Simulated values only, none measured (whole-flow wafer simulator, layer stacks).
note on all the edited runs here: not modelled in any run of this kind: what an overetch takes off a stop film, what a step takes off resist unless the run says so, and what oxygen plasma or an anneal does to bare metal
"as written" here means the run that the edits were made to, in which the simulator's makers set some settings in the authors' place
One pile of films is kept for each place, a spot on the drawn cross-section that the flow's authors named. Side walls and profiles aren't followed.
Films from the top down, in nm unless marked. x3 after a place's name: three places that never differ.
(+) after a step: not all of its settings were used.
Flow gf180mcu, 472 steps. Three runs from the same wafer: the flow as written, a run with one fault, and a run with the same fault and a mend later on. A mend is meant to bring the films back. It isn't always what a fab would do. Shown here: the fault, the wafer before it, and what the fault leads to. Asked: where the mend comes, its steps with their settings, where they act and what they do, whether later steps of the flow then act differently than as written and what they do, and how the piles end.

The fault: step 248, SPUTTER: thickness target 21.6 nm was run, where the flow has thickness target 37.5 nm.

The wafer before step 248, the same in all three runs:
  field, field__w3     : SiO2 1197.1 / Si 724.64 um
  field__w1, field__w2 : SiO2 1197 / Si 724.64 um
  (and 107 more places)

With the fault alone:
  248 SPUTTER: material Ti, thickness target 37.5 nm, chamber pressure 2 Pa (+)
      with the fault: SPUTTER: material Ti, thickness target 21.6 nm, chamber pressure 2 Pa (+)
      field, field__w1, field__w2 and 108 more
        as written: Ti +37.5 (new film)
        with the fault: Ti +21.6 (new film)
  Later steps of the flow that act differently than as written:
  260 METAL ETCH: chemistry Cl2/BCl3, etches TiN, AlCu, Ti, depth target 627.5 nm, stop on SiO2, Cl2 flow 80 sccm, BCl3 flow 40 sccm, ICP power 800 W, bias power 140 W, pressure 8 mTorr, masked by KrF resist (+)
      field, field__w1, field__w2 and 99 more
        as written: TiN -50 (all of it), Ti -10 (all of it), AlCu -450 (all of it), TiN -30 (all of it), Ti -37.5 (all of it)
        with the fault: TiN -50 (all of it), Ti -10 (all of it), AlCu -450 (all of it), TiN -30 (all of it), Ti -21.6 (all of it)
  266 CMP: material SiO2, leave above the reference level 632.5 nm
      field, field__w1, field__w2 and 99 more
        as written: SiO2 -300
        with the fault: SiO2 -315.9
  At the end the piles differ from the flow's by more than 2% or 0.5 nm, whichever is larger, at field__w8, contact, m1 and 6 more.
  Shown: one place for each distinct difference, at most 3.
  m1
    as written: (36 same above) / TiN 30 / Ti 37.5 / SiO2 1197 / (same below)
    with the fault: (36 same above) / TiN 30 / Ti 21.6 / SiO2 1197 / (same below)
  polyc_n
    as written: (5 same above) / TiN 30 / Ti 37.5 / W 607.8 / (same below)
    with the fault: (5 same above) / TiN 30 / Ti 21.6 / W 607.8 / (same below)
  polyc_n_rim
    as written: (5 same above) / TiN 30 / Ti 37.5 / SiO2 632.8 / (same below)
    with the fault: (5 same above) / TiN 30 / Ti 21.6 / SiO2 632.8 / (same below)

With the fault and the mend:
  The mend comes after step 248.
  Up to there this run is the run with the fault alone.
  248a SPUTTER: material Ti, thickness target 15.9 nm, chamber pressure 2 Pa (+) (the flow's step 248 once more, with other settings)
      field, field__w1, field__w2 and 108 more
        Ti +15.9
  No later step of the flow acts differently than as written at any place that is followed.
  At the end the piles are the same as the flow's at every place that both follow.
